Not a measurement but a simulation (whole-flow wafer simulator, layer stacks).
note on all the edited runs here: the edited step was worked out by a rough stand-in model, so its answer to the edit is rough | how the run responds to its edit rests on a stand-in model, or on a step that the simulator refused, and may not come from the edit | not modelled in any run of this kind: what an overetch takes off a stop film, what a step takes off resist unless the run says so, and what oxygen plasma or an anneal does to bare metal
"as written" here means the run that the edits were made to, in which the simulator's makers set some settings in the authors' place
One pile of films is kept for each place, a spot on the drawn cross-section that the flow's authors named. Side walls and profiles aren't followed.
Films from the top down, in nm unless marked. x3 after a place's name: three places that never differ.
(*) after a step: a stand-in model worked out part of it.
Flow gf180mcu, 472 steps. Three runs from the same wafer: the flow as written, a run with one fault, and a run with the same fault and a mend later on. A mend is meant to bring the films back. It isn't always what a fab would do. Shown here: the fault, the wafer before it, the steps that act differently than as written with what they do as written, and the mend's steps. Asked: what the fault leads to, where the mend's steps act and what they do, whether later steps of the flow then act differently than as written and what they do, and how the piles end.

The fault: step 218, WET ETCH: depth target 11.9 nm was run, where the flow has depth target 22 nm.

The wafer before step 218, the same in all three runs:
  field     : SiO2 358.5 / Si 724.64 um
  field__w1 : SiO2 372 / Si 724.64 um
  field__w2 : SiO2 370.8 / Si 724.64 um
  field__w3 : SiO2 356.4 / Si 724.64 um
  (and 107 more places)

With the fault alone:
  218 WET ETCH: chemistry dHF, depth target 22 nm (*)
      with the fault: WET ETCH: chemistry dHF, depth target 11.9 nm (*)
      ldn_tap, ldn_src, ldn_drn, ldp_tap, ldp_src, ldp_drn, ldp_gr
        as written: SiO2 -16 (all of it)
        with the fault: SiO2 -12.4
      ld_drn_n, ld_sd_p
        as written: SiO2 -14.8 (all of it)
        with the fault: SiO2 -12.1
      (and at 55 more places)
  Later steps of the flow that act differently than as written (5 more steps differ only slightly, by at most 2% or 0.5 nm, whichever is larger, and aren't shown):
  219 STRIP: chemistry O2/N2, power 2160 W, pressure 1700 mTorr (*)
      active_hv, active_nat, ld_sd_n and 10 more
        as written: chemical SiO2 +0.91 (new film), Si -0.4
        with the fault: nothing
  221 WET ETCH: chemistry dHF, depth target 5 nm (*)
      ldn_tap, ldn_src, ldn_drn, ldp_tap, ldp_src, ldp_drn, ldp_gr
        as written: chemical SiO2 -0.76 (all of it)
        with the fault: SiO2 -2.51
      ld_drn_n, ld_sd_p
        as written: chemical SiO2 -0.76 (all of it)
        with the fault: SiO2 -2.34 (all of it)
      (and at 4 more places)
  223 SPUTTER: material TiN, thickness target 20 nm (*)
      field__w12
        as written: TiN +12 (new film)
        with the fault: TiN +12.6 (new film)
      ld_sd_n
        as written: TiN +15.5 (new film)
        with the fault: TiN +16.3 (new film)
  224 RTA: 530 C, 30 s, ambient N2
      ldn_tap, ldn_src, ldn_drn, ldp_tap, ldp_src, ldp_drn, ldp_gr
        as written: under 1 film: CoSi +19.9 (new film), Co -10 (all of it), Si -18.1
        with the fault: nothing
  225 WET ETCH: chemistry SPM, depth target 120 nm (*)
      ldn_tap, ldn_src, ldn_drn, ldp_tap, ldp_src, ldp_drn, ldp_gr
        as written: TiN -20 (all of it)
        with the fault: TiN -20 (all of it), Co -10 (all of it)
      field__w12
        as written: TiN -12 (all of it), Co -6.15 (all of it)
        with the fault: TiN -12.6 (all of it), Co -6.36 (all of it)
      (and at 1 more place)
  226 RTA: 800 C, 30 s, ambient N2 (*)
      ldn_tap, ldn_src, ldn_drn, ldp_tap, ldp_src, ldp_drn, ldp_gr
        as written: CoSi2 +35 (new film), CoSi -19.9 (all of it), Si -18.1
        with the fault: nothing
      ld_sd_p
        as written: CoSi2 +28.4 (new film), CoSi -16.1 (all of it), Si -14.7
        with the fault: CoSi2 +29.1 (new film), CoSi -16.5 (all of it), Si -15.1
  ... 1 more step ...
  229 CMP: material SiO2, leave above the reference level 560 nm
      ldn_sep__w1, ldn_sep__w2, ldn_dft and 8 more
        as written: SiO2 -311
        with the fault: SiO2 -322.2
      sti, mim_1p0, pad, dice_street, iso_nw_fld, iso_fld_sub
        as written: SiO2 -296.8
        with the fault: SiO2 -307.9
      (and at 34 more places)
  At the end the piles differ from the flow's by more than 2% or 0.5 nm, whichever is larger, at ld_sd_p, ldn_tap, ldn_src, ldn_drn, ldp_tap, ldp_src, ldp_drn, ldp_gr.
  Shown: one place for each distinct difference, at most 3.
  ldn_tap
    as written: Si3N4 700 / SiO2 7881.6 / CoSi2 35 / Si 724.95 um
    with the fault: Si3N4 700 / SiO2 7879.7 / Si 724.98 um
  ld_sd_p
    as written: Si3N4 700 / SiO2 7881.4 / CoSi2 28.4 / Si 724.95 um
    with the fault: Si3N4 700 / SiO2 7880.8 / CoSi2 29.1 / Si 724.95 um

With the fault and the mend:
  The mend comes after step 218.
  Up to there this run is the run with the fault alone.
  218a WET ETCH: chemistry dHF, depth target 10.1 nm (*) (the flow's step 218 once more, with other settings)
      field, field__w1, field__w2 and 47 more
        SiO2 -10.1
      ldn_tap, ldn_src, ldn_drn, ldp_tap, ldp_src, ldp_drn, ldp_gr
        SiO2 -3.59 (all of it)
      ld_drn_n, ld_sd_p
        SiO2 -2.68 (all of it)
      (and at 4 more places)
  No later step of the flow acts differently than as written, at any place that is followed, by more than 2% or 0.5 nm, whichever is larger.
  At the end the piles differ from the flow's only slightly at the places that both follow, by at most 2% or 0.5 nm, whichever is larger.
